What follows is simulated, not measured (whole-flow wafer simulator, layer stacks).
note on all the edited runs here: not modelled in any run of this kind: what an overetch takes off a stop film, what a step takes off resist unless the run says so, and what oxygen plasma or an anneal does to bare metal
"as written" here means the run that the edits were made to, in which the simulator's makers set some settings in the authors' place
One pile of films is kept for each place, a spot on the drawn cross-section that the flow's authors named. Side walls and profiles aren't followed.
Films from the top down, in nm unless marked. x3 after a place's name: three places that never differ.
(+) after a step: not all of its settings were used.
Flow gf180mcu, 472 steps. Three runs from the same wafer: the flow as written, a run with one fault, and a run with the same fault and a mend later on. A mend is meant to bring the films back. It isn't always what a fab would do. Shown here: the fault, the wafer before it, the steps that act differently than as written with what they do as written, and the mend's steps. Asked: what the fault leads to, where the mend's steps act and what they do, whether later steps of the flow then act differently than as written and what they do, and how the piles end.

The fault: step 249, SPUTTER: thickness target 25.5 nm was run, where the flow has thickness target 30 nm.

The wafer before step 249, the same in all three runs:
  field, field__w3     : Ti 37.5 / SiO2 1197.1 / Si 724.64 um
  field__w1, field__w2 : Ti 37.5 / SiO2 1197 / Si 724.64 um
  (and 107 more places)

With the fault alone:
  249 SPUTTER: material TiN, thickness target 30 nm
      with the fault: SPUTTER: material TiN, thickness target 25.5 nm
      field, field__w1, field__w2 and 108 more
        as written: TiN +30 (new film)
        with the fault: TiN +25.5 (new film)
  Later steps of the flow that act differently than as written (1 more step differs only slightly, by at most 2% or 0.5 nm, whichever is larger, and isn't shown):
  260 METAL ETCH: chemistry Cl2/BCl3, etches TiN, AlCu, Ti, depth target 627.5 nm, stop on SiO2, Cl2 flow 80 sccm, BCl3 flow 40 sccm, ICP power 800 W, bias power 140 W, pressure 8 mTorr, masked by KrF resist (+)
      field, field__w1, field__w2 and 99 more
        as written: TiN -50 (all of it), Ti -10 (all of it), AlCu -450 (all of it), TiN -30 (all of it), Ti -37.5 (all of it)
        with the fault: TiN -50 (all of it), Ti -10 (all of it), AlCu -450 (all of it), TiN -25.5 (all of it), Ti -37.5 (all of it)
  At the end the piles differ from the flow's by more than 2% or 0.5 nm, whichever is larger, at field__w8, contact, m1 and 6 more.
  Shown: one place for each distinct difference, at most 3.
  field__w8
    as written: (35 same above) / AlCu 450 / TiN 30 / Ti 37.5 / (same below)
    with the fault: (35 same above) / AlCu 450 / TiN 25.5 / Ti 37.5 / (same below)
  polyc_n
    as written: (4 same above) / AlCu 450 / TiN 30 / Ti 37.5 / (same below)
    with the fault: (4 same above) / AlCu 450 / TiN 25.5 / Ti 37.5 / (same below)
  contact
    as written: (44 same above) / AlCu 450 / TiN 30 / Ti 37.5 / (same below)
    with the fault: (44 same above) / AlCu 450 / TiN 25.5 / Ti 37.5 / (same below)

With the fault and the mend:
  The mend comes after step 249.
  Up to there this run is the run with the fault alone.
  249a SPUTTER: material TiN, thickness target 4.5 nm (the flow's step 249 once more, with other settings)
      field, field__w1, field__w2 and 108 more
        TiN +4.5
  No later step of the flow acts differently than as written at any place that is followed.
  At the end the piles are the same as the flow's at every place that both follow.
